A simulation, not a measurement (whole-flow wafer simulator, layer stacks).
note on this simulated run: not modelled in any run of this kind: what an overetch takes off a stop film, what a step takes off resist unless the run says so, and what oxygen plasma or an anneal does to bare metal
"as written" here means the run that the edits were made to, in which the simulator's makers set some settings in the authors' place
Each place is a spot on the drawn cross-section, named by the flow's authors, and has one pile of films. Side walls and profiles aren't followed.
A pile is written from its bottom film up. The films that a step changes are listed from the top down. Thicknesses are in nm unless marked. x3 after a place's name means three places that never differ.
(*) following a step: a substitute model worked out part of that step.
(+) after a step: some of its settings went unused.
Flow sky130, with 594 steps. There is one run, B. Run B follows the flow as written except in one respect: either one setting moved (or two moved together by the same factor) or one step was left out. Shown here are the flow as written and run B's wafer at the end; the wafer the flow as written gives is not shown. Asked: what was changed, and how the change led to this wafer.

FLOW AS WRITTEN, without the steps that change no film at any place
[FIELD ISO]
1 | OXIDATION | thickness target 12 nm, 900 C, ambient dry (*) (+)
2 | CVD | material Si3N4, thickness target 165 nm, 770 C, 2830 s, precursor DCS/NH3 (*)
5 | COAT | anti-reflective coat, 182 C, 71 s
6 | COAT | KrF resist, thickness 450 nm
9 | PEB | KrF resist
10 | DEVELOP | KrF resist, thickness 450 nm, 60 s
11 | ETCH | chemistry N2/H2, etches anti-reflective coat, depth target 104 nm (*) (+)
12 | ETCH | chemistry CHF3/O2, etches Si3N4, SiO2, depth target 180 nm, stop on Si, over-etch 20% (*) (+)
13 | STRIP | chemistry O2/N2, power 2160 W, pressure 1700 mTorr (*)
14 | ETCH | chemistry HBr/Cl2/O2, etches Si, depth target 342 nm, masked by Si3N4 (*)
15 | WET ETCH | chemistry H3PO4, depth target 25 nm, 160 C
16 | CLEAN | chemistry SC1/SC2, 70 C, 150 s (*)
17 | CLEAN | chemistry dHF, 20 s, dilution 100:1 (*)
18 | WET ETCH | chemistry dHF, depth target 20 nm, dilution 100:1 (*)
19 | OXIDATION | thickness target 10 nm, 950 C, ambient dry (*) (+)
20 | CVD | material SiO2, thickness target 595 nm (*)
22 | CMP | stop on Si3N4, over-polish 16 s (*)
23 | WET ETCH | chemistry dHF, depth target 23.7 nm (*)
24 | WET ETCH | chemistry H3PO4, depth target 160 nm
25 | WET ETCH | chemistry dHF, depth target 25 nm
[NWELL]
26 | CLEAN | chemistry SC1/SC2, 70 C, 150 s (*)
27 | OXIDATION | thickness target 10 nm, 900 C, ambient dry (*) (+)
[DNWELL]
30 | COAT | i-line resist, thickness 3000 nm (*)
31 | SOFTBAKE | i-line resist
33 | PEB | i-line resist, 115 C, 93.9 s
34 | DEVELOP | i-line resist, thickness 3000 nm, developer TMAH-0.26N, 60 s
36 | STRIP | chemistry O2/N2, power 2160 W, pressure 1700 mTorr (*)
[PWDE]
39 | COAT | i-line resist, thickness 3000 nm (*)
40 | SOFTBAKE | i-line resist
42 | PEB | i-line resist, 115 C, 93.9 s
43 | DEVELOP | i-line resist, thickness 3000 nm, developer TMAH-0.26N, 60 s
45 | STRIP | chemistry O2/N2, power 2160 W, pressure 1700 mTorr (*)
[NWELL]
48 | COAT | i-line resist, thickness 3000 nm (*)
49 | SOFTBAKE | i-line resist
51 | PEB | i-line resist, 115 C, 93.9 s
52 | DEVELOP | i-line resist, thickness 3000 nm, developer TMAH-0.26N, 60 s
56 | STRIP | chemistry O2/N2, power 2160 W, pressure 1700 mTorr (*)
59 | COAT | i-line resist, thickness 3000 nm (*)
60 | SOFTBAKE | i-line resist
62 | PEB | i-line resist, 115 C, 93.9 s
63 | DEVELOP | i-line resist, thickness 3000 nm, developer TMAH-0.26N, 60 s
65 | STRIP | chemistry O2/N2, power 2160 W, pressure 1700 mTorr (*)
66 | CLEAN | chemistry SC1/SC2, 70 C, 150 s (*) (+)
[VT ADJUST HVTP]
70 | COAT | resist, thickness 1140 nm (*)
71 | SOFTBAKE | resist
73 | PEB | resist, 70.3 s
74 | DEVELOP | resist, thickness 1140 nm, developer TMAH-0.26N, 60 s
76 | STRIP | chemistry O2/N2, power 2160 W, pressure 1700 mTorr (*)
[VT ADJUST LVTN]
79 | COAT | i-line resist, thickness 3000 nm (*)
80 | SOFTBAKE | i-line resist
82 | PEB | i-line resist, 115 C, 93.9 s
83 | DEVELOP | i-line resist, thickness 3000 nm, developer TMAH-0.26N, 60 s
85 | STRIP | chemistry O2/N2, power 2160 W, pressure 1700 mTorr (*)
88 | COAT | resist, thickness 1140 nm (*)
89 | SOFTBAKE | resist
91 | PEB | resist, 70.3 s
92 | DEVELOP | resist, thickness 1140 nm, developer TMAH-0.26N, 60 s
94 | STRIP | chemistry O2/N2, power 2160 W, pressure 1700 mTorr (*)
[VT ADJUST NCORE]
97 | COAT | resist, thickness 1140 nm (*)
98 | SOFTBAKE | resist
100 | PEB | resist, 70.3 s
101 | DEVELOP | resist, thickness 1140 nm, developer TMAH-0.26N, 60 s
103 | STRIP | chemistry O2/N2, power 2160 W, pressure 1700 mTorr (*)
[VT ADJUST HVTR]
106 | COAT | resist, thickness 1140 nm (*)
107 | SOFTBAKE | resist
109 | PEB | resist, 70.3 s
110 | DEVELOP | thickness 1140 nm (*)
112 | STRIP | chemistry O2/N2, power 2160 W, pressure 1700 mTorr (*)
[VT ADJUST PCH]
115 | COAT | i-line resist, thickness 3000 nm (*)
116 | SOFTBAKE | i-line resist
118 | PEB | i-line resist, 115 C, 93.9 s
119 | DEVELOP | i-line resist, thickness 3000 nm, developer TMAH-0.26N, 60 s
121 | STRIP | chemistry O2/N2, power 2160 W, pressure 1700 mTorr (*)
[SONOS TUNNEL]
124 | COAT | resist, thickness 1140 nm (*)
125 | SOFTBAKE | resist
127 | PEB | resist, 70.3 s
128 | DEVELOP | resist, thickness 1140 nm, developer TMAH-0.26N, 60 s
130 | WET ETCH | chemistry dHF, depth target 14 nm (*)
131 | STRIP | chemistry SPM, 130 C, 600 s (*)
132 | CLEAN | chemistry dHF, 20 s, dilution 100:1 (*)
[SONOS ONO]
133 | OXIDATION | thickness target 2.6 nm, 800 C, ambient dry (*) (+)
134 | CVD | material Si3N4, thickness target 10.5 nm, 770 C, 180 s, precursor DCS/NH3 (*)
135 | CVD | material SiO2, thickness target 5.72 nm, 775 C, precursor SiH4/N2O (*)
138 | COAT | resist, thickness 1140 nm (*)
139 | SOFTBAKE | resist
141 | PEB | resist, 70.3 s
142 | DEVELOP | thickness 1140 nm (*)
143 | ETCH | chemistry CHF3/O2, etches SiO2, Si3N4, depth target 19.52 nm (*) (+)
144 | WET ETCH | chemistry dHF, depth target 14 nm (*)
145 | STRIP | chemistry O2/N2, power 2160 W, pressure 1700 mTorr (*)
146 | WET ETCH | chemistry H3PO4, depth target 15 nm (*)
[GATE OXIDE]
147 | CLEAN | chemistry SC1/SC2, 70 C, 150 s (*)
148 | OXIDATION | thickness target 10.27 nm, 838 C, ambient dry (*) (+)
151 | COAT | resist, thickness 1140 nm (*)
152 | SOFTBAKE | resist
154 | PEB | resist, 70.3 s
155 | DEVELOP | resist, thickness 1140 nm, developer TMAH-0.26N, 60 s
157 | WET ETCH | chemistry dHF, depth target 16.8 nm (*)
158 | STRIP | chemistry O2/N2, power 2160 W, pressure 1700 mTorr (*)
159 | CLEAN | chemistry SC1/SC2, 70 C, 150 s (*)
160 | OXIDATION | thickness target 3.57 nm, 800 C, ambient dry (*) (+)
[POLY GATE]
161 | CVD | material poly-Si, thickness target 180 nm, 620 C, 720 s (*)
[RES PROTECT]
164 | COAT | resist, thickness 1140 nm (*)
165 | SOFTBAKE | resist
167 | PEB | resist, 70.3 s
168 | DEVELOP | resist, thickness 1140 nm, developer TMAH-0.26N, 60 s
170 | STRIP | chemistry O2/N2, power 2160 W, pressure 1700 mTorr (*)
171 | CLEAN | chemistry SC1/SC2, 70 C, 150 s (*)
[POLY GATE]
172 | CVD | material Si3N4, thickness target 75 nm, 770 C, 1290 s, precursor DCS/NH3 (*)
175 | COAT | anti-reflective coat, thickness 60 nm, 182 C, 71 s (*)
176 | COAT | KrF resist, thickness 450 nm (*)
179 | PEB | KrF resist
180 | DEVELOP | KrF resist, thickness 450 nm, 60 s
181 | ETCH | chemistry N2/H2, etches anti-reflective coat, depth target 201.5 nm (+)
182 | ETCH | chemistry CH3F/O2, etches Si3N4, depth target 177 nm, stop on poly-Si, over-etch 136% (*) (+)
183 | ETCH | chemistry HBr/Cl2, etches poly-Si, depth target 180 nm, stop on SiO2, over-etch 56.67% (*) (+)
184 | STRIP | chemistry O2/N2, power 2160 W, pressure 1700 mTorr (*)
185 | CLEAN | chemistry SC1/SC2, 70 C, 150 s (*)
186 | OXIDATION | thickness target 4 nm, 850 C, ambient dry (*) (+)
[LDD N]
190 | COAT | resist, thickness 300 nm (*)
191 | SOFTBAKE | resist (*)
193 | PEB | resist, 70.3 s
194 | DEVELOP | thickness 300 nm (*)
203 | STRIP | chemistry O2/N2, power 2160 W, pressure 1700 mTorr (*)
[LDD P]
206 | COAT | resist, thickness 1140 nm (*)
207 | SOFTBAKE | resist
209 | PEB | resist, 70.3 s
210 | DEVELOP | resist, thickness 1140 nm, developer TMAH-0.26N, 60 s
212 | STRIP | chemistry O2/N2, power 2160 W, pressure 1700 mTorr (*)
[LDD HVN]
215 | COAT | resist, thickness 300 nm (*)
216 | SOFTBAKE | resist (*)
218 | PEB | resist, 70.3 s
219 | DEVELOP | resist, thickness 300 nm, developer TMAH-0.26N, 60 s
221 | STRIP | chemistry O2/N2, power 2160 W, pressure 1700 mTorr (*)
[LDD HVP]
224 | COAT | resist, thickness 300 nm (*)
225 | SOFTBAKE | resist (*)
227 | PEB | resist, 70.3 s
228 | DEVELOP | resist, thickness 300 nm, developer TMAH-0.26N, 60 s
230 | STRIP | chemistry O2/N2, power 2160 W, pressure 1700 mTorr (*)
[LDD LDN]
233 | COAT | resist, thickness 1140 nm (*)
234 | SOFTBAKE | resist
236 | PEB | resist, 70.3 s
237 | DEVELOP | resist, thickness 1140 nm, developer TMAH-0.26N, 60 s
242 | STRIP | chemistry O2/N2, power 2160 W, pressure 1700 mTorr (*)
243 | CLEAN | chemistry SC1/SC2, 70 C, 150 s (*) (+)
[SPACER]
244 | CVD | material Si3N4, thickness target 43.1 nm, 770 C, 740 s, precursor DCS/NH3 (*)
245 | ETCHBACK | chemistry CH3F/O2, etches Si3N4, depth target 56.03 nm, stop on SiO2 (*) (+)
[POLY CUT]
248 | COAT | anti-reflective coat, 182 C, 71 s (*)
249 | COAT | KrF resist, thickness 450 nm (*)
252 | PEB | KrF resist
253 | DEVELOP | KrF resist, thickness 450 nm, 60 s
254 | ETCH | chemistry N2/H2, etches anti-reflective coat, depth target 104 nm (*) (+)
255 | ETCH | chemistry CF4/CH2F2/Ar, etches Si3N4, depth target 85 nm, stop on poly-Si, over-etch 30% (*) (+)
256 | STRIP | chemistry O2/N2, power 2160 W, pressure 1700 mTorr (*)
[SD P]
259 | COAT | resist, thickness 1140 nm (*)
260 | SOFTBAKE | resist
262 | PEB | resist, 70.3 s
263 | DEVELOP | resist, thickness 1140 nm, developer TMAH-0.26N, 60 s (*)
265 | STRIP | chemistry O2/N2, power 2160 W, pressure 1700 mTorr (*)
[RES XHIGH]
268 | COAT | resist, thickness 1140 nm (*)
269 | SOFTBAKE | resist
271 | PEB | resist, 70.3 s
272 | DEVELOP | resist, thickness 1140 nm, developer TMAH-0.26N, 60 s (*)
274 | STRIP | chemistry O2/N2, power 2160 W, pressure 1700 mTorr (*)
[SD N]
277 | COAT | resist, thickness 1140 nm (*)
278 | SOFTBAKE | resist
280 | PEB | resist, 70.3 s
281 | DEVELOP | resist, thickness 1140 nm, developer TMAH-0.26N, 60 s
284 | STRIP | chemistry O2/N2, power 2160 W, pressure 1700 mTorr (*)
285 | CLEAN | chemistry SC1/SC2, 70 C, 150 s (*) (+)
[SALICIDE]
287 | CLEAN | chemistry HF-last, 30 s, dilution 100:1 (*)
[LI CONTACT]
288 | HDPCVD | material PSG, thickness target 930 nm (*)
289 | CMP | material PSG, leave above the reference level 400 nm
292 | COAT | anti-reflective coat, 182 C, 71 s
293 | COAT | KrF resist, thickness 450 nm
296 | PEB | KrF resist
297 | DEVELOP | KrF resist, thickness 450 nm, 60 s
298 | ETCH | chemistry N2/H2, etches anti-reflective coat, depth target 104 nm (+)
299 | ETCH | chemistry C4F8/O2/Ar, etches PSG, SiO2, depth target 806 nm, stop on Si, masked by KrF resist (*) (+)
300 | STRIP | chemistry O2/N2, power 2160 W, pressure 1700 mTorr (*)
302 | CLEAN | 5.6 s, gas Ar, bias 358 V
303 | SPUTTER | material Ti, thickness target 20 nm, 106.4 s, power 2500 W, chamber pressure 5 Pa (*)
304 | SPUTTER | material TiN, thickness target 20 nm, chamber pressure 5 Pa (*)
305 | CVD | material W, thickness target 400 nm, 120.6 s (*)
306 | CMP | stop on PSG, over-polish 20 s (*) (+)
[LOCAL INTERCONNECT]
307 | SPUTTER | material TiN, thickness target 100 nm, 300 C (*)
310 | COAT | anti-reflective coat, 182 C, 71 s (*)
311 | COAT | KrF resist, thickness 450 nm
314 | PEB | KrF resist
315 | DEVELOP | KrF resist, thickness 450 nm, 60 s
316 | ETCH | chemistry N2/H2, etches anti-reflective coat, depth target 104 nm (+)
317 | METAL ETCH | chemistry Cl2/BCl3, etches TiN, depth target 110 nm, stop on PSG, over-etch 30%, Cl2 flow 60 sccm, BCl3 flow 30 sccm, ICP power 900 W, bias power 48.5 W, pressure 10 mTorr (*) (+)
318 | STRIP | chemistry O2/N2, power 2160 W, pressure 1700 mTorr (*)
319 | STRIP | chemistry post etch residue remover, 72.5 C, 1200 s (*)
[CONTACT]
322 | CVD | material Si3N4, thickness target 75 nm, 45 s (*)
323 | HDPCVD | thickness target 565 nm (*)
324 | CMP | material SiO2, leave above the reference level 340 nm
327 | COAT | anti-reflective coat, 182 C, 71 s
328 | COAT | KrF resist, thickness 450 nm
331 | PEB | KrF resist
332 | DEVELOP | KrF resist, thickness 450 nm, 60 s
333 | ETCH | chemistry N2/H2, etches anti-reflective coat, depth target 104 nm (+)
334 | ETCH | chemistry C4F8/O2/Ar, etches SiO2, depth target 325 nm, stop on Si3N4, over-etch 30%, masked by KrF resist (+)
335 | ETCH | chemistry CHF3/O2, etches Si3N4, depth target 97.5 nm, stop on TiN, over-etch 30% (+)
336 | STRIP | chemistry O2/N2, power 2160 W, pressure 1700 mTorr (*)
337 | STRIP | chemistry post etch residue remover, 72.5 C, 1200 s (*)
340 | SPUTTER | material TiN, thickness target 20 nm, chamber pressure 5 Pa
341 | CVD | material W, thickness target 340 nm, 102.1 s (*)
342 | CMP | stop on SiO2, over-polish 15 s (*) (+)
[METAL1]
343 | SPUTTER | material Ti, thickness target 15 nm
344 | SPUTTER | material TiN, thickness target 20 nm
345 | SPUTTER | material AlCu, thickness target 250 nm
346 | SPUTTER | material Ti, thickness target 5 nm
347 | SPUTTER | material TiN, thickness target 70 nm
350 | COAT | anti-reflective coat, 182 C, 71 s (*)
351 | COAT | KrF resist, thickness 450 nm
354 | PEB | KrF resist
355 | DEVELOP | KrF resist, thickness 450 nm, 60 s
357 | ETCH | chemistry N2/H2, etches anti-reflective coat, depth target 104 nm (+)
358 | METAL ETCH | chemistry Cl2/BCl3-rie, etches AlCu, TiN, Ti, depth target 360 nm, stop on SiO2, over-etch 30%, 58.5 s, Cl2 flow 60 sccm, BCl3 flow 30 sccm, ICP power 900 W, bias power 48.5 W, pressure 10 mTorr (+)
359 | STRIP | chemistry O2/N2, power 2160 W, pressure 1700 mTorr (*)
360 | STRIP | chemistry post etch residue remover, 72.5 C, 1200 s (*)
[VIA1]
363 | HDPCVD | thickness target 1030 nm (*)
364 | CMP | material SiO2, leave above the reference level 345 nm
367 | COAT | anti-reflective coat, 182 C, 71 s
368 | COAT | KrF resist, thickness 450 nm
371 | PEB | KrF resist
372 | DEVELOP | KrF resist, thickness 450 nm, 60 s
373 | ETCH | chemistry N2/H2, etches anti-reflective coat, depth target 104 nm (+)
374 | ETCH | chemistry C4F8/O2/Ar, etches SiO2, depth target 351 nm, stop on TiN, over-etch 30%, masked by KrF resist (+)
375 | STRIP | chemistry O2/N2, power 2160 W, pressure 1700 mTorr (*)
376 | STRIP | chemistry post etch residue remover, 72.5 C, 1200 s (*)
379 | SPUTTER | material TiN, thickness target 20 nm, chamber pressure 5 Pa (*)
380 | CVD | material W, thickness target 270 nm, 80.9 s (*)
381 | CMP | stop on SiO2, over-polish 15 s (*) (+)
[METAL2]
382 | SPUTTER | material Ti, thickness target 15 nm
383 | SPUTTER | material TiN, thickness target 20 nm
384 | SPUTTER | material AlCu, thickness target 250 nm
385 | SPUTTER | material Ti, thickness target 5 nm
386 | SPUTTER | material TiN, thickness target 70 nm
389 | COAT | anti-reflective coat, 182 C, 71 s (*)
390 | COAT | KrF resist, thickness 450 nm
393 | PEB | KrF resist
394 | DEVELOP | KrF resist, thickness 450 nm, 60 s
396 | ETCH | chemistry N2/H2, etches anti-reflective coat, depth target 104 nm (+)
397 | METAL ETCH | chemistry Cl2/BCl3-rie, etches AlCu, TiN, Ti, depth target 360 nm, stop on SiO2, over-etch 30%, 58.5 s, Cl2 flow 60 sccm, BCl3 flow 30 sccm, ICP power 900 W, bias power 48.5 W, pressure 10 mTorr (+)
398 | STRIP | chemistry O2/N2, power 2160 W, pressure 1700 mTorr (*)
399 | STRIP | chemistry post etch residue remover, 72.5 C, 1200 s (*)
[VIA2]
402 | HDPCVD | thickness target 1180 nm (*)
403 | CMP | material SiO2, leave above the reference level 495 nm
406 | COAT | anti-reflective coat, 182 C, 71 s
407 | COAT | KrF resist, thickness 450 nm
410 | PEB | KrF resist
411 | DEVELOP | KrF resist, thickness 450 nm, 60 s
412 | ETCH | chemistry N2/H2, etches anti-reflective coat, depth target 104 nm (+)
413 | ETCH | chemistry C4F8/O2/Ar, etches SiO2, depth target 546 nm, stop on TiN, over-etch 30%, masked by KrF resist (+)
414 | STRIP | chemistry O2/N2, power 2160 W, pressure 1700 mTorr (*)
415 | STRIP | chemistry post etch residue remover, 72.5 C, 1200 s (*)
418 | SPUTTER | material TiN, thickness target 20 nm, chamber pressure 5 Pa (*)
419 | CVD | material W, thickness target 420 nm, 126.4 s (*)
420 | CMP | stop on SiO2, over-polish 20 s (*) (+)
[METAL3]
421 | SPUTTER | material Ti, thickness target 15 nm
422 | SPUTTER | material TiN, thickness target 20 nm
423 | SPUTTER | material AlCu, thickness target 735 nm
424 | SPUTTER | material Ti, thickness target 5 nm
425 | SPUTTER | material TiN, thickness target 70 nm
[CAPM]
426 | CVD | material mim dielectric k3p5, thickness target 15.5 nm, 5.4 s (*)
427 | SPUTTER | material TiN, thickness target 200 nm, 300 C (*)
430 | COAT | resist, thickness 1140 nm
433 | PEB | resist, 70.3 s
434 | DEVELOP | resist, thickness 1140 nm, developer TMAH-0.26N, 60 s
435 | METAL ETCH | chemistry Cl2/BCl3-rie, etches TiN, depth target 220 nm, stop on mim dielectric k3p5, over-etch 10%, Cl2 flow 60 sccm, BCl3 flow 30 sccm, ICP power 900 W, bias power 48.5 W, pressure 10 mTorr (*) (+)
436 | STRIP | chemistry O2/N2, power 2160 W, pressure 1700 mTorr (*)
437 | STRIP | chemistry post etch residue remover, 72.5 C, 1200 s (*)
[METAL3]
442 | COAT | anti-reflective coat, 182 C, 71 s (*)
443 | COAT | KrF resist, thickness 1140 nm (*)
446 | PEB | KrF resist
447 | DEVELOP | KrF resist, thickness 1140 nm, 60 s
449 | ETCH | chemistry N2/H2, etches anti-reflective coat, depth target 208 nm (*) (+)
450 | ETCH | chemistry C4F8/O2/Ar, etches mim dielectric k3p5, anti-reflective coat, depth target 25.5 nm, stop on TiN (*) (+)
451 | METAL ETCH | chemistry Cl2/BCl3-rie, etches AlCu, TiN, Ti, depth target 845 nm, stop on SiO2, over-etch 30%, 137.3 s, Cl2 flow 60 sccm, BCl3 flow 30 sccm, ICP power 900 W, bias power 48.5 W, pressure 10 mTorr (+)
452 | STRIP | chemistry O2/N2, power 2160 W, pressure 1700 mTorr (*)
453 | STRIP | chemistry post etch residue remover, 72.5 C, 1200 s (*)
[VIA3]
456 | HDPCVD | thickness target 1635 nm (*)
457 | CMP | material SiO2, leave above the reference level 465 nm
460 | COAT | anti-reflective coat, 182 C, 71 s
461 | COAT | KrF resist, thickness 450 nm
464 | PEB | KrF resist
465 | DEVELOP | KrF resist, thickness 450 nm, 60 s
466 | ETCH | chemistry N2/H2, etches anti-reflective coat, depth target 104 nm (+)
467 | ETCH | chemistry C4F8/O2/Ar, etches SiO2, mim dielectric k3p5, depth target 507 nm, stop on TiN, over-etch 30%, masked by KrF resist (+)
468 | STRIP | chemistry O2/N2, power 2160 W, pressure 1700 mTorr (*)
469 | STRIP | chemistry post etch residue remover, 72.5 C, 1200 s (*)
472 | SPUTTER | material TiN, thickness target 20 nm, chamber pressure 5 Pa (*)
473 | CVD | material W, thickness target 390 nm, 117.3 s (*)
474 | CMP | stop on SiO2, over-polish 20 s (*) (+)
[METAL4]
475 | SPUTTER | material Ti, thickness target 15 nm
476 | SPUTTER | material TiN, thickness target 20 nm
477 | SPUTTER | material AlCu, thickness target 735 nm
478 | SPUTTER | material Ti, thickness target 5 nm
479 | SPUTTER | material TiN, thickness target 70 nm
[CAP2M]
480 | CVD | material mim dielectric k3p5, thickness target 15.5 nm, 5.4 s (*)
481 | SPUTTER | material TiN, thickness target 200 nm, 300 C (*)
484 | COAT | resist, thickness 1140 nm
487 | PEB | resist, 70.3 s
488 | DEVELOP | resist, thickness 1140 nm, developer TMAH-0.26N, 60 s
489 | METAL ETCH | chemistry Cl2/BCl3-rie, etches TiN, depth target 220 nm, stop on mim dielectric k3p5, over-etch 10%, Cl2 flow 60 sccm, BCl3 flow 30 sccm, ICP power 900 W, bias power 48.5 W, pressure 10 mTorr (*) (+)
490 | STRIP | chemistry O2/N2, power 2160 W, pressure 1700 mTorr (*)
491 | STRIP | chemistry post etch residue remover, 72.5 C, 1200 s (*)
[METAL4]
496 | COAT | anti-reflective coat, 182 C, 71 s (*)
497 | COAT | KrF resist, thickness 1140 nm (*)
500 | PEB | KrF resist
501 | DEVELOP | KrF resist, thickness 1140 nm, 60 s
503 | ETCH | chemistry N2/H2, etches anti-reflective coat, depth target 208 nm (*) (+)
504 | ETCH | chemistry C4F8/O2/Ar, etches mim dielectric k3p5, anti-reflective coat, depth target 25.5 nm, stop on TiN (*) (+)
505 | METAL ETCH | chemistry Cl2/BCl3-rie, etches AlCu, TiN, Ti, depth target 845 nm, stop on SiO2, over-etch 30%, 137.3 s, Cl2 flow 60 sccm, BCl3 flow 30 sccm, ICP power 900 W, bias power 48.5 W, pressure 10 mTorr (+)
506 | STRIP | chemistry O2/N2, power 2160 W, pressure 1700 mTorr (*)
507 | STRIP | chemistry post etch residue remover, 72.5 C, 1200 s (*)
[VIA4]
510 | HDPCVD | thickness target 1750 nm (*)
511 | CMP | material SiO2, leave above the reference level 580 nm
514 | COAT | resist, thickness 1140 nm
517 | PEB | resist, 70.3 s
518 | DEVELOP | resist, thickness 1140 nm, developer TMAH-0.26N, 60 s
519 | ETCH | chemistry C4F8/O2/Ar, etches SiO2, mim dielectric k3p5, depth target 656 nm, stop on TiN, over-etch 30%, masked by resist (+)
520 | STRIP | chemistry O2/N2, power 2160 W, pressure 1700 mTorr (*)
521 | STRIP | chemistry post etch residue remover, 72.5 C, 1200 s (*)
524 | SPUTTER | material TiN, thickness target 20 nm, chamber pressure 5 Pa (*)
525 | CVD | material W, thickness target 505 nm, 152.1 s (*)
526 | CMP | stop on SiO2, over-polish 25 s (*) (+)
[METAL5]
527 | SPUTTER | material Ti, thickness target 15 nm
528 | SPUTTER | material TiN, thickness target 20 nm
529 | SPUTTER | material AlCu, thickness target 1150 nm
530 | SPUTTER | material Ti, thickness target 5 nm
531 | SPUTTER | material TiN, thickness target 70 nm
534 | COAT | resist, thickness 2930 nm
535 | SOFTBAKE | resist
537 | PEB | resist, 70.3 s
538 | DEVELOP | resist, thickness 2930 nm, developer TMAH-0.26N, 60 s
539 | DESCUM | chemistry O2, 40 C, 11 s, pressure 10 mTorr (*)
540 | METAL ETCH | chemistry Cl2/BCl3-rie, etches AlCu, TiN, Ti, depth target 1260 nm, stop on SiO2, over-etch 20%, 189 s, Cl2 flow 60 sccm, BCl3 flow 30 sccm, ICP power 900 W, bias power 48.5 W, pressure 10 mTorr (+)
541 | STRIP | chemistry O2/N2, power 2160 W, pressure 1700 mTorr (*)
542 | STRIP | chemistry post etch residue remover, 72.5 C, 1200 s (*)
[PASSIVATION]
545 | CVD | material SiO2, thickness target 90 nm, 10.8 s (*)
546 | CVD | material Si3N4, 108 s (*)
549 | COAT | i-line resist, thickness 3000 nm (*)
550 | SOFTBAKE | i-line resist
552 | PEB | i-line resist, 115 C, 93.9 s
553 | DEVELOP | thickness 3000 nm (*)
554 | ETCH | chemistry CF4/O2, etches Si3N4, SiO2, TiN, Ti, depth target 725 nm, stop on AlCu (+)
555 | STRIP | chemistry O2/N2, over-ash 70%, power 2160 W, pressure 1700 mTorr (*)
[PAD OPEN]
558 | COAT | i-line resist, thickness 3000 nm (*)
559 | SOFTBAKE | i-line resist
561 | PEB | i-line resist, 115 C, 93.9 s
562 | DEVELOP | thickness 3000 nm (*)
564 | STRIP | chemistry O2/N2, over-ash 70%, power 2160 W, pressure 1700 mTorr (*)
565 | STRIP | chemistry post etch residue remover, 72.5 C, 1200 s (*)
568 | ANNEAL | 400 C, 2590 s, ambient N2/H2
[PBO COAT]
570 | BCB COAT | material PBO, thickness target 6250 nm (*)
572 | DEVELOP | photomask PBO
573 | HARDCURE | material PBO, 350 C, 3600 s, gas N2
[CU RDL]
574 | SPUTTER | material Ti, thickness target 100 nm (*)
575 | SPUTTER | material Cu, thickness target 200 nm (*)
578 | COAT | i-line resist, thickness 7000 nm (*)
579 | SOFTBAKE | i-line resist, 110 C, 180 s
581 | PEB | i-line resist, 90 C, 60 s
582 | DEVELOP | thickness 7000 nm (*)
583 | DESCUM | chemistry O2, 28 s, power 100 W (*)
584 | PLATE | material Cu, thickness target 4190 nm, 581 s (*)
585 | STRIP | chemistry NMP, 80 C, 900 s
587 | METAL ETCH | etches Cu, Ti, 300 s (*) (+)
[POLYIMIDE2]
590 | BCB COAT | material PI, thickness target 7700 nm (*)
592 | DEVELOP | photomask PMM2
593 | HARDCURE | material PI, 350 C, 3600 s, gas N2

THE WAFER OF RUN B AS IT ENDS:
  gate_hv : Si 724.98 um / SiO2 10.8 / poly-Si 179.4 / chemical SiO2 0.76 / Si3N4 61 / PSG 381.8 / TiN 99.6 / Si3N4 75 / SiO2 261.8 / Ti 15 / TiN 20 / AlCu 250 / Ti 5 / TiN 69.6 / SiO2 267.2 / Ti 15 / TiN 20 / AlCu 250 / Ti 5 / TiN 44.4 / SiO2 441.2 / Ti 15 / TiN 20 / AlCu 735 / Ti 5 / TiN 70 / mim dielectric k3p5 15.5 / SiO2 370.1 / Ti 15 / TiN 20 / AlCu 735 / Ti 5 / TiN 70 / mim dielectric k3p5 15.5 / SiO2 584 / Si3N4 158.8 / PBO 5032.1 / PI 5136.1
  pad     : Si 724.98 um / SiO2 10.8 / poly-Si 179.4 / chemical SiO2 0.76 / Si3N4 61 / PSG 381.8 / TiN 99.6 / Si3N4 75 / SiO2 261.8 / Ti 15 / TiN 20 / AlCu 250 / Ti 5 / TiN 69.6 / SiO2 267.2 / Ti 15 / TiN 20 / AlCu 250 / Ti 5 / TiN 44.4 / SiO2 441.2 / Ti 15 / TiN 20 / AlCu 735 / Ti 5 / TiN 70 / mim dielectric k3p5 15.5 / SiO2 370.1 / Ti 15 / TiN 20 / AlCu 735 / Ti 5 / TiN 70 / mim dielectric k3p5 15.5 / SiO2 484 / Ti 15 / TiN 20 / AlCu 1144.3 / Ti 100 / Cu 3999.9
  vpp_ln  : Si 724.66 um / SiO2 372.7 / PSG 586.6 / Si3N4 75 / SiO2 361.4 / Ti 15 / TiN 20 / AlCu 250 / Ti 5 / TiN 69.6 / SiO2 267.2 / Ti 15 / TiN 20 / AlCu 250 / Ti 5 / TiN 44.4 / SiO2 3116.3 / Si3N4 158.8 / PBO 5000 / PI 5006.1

Cause: step 386, SPUTTER: thickness target 44.8 nm was run, whereas the flow has thickness target 70 nm.

The path from the change to this, step by step:
  386 | SPUTTER | material TiN, thickness target 70 nm
      field, active, n_well and 188 more: +44.8 TiN (new film) (it would be, as written: +70 TiN (new film))
  397 | METAL ETCH | chemistry Cl2/BCl3-rie, etches AlCu, TiN, Ti, depth target 360 nm, stop on SiO2, over-etch 30%, 58.5 s, Cl2 flow 60 sccm, BCl3 flow 30 sccm, ICP power 900 W, bias power 48.5 W, pressure 10 mTorr (+)
      field, active, gate and 82 more: -43.5 TiN (all of it), -5 Ti (all of it), -250 AlCu (all of it), -20 TiN (all of it), -15 Ti (all of it), -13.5 SiO2 (it would be, as written: -68.7 TiN (all of it), -5 Ti (all of it), -250 AlCu (all of it), -20 TiN (all of it), -15 Ti (all of it), -10.9 SiO2)
  403 | CMP | material SiO2, leave above the reference level 495 nm
      n_well, p_well, gate_hv and 101 more: -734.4 SiO2 (it would be, as written: -759.6 SiO2)
      m1, via1_hole: -733.9 SiO2 (it would be, as written: -759.1 SiO2)
  413 | ETCH | chemistry C4F8/O2/Ar, etches SiO2, depth target 546 nm, stop on TiN, over-etch 30%, masked by KrF resist (+)
      m1: -445.5 SiO2 (all of it) (it would be, as written: -420.3 SiO2 (all of it))
      via2_hole: -445 SiO2 (all of it) (it would be, as written: -419.8 SiO2 (all of it))
  419 | CVD | material W, thickness target 420 nm, 126.4 s (*)
      m1: +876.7 W (new film) (it would be, as written: +851.1 W (new film))
      via2_hole: +876.2 W (new film) (it would be, as written: +850.7 W (new film))
